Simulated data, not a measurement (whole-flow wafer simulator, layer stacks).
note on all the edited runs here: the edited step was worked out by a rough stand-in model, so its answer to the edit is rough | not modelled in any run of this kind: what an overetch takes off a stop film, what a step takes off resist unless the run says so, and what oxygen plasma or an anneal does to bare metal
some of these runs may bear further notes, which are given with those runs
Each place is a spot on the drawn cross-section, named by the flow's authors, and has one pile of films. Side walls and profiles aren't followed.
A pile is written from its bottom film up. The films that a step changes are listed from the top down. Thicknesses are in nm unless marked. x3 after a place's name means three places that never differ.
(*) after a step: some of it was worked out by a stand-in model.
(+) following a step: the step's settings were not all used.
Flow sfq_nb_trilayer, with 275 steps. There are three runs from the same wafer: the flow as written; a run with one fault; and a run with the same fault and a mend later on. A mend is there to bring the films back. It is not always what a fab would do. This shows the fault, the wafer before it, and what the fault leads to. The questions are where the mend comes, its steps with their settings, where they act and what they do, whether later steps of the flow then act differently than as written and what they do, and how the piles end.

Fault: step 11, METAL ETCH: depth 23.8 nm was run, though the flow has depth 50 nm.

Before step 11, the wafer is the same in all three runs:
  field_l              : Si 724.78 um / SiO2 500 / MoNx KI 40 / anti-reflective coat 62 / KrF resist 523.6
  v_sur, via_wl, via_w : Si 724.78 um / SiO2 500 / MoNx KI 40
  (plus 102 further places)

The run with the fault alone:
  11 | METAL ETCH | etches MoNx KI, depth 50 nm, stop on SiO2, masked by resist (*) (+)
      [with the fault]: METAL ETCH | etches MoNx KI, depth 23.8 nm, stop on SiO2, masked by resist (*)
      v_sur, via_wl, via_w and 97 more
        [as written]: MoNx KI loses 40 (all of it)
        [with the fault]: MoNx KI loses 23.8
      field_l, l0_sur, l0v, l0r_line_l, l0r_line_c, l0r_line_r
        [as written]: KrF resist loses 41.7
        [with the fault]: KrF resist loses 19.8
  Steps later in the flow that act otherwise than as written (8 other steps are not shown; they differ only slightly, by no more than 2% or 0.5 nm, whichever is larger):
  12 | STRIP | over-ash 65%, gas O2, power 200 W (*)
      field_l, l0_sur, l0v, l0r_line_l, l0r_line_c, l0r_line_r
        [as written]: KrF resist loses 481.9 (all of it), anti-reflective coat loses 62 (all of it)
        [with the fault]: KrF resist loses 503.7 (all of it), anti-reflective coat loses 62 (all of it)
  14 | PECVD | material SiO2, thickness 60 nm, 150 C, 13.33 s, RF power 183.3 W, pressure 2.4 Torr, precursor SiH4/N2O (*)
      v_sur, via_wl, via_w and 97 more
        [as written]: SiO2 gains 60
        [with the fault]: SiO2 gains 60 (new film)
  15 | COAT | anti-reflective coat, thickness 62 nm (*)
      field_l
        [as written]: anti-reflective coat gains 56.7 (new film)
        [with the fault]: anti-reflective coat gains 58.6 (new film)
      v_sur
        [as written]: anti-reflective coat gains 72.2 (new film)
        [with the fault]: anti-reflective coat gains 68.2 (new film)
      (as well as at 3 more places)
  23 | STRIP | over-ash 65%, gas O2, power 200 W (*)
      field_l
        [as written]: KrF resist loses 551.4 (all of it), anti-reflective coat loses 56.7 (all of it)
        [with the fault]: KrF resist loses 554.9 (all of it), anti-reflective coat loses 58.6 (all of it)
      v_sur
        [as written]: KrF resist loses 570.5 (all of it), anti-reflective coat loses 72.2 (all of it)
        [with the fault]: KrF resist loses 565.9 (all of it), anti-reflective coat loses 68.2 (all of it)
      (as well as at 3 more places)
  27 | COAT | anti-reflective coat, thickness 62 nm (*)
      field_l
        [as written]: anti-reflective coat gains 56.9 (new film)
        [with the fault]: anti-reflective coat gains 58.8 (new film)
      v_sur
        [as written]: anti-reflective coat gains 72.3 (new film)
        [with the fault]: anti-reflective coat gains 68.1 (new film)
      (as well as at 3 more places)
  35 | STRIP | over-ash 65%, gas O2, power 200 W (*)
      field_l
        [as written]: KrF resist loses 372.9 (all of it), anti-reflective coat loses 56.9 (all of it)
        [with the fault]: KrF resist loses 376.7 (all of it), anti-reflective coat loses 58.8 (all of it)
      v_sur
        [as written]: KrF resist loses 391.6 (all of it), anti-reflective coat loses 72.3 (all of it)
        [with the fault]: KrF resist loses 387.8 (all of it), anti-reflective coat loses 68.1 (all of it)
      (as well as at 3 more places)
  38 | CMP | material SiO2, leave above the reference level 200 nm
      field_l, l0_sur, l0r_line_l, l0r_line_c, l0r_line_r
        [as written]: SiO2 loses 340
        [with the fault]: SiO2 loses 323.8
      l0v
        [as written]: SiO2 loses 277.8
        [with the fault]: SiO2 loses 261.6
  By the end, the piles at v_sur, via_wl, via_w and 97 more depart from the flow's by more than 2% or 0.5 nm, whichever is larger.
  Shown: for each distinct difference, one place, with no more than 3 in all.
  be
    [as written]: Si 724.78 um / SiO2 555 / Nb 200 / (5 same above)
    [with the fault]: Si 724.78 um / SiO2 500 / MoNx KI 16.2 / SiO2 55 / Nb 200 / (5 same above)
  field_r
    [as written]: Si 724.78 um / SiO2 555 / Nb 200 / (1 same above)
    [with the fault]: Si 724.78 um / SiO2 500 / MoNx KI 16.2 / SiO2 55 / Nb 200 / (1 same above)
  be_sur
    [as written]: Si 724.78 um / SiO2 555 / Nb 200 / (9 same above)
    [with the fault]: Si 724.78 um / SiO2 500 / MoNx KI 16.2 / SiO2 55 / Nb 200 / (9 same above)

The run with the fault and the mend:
  After step 12 comes the mend.
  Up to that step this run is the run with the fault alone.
  12a | COAT | anti-reflective coat, thickness 62 nm (*) (the flow's step 4 again)
      p4_fl x3, p4_w1 x9, p4_g1 x2 and 59 more
        anti-reflective coat gains 62 (new film)
      be, be_sur, gap and 10 more
        anti-reflective coat gains 63 (new film)
      via_v, wire, field_r, lsp_l, ln_m5
        anti-reflective coat gains 63.1 (new film)
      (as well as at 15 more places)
  12b | COAT | KrF resist, thickness 600 nm (*) (the flow's step 5 again)
      p4_fl x3, p4_w1 x9, p4_g1 x2 and 59 more
        KrF resist gains 600 (new film)
      gap, jj_sur, ce_l and 6 more
        KrF resist gains 604 (new film)
      be_sur, r_end, moat
        KrF resist gains 604.1 (new film)
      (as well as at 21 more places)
  12c | SOFTBAKE | KrF resist (the flow's step 6 again)
      does not change any film at any place that is followed
  12d | EXPOSE | photomask L0, dose 11.59 mJ/cm2, NA 0.6, wavelength 248 nm (*) (the flow's step 7 again)
      does not change any film at any place that is followed
  12e | PEB | KrF resist, 90 s (the flow's step 8 again)
      p4_fl x3, p4_w1 x9, p4_g1 x2 and 62 more
        KrF resist loses 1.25
      via_wr, via_sp, via_v and 18 more
        KrF resist loses 1.26
      v_sur, via_wl, via_w, ln_m6, lsp_r, l0r_space_c
        KrF resist loses 1.27
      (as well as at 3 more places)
  12f | DEVELOP | KrF resist, thickness 600 nm, 60 s (the flow's step 9 again)
      p4_fl x3, p4_w1 x9, p4_g1 x2 and 59 more
        KrF resist loses 598.7 (all of it)
      jj_sur, ce_l, c5j, ce_r, sp_r, be_r, r_sur
        KrF resist loses 602.7 (all of it)
      field_l, l0_sur, l0v, l0r_line_l, l0r_line_c, l0r_line_r
        KrF resist loses 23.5
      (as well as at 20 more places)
  12g | METAL ETCH | etches anti-reflective coat, depth 125 nm, masked by resist (*) (+) (the flow's step 10 again)
      p4_fl x3, p4_w1 x9, p4_g1 x2 and 59 more
        anti-reflective coat loses 62 (all of it)
      be, be_sur, gap and 10 more
        anti-reflective coat loses 63 (all of it)
      field_l, l0_sur, l0v, l0r_line_l, l0r_line_c, l0r_line_r
        KrF resist loses 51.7
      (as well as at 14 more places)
  12h | METAL ETCH | etches MoNx KI, depth 26.2 nm, stop on SiO2, masked by resist (+) (the flow's step 11 again, with other settings)
      v_sur, via_wl, via_w and 97 more
        MoNx KI loses 16.2 (all of it)
      field_l, l0_sur, l0v
        KrF resist loses 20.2
      l0r_line_l, l0r_line_c, l0r_line_r
        KrF resist loses 20.3
  12i | STRIP | over-ash 65%, gas O2, power 200 W (*) (the flow's step 12 again)
      l0r_line_l, l0r_line_c, l0r_line_r
        KrF resist loses 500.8 (all of it), anti-reflective coat loses 60 (all of it)
      field_l
        KrF resist loses 497.8 (all of it), anti-reflective coat loses 58.5 (all of it)
      l0_sur
        KrF resist loses 498.9 (all of it), anti-reflective coat loses 56.8 (all of it)
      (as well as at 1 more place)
  Every later step of the flow that is run acts as written at every place that is followed.
  By the end, the piles equal the flow's at every place that both follow.
